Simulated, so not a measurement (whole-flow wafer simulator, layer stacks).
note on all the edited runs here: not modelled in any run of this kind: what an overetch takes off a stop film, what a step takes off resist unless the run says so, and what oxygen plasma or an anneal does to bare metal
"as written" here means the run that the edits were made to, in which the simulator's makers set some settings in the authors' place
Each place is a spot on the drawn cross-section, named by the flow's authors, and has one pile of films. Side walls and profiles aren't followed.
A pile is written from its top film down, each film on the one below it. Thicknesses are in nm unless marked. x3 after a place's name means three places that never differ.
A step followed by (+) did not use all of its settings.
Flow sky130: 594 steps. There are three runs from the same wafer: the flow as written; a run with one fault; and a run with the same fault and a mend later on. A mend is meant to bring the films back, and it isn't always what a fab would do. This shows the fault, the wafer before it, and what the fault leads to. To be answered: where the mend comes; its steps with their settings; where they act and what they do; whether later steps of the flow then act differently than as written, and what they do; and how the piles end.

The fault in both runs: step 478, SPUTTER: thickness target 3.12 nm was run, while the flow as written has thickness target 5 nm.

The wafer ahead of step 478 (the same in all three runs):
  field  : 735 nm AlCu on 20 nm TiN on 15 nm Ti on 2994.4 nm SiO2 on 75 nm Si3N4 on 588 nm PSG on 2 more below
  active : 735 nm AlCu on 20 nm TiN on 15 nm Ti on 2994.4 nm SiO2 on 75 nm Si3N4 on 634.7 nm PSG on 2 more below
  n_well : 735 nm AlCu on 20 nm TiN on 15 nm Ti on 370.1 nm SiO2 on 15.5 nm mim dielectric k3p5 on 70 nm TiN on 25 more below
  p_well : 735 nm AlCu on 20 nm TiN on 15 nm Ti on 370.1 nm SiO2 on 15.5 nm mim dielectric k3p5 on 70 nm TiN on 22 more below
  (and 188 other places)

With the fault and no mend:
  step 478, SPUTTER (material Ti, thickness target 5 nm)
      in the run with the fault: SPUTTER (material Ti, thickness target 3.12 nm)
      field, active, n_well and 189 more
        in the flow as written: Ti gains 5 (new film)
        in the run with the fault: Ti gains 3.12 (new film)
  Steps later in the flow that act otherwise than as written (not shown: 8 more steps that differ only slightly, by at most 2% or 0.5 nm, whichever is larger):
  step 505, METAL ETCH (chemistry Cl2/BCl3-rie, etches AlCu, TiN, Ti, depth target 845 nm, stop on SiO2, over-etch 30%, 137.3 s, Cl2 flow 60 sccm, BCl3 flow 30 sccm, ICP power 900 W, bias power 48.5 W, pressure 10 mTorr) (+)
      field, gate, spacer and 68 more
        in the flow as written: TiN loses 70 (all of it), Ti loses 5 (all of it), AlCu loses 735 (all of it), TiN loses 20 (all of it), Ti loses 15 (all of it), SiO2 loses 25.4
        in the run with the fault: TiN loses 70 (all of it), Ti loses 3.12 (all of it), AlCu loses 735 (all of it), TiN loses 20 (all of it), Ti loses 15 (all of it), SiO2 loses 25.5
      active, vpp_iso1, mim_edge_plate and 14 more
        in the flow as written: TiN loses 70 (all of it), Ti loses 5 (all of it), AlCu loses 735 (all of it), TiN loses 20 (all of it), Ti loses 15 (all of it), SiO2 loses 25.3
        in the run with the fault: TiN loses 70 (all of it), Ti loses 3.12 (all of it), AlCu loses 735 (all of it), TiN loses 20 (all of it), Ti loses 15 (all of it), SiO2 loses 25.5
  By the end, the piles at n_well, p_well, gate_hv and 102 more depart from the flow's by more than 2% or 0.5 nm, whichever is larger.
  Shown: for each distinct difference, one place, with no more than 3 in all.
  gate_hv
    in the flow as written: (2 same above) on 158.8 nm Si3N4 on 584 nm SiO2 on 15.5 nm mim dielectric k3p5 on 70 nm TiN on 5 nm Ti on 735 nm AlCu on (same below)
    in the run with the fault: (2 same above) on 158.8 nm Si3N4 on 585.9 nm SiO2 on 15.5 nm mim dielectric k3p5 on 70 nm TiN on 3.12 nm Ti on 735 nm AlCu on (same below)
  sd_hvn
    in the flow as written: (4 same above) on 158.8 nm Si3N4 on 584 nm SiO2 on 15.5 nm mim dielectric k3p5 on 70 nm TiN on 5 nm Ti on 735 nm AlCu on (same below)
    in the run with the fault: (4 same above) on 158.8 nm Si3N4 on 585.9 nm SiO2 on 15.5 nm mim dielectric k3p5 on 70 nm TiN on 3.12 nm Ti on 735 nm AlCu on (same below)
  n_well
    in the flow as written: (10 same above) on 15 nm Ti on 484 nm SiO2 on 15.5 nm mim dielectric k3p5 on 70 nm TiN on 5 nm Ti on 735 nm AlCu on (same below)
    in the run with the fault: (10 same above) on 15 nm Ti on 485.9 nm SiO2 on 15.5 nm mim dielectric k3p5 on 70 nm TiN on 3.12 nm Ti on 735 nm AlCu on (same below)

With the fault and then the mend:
  After step 478 comes the mend.
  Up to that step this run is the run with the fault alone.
  step 478a, SPUTTER (material Ti, thickness target 1.88 nm) (the flow's step 478 again, with other settings)
      field, active, n_well and 189 more
        Ti gains 1.88
  Every later step of the flow that is run acts as written at every place that is followed.
  The piles end the same as the flow's at every place that both follow.
